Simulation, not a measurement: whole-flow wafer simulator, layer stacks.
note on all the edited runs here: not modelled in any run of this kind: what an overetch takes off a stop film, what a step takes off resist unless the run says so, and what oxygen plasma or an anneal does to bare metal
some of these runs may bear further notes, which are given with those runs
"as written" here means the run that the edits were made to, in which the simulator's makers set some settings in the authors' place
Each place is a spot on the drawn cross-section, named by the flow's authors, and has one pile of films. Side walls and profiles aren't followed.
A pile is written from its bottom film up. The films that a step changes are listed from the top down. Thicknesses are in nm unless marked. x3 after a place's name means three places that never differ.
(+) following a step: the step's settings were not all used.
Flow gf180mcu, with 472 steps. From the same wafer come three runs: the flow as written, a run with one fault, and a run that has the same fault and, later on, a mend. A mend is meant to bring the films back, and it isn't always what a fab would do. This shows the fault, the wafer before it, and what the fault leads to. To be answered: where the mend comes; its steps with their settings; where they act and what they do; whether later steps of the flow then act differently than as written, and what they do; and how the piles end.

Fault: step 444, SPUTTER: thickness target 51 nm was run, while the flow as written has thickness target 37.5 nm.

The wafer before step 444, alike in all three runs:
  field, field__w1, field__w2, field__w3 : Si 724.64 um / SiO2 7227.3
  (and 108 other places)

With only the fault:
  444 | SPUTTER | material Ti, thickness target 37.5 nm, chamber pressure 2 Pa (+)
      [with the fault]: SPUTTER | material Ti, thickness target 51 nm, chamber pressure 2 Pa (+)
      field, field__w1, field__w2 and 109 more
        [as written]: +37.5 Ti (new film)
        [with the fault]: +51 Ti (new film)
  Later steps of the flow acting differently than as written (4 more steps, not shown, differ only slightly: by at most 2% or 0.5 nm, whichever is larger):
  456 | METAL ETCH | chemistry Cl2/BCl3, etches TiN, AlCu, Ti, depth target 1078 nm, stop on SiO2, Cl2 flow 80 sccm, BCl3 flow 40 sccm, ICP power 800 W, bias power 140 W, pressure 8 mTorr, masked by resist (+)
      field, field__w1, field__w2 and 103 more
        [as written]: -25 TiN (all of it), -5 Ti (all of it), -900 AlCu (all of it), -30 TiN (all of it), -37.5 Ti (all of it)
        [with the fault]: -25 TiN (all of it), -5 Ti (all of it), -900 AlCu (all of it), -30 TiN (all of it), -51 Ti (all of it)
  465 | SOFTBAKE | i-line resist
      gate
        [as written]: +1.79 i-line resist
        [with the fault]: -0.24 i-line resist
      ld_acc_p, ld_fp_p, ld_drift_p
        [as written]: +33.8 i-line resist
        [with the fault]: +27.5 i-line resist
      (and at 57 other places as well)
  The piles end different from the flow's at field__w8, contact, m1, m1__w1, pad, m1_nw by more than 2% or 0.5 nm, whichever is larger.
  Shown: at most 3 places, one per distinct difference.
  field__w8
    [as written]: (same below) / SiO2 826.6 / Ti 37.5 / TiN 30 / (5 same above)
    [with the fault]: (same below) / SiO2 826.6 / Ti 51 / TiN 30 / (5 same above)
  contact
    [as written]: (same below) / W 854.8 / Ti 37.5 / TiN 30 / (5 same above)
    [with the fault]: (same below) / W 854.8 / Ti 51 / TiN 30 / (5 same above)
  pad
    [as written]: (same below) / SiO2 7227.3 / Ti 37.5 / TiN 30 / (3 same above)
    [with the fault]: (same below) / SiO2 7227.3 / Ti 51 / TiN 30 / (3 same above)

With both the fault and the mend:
  The mend stands after step 444.
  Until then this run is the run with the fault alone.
  444a | METAL ETCH | chemistry Cl2/BCl3, etches TiN, AlCu, Ti, depth target 13.5 nm, Cl2 flow 80 sccm, BCl3 flow 40 sccm, ICP power 800 W, bias power 140 W, pressure 8 mTorr (the flow's step 260, run once more with other settings)
      field, field__w1, field__w2 and 109 more
        -13.5 Ti
  Later steps of the flow that are run all act as written at every place that is followed.
  At every place that both follow, the piles at the end match the flow's.
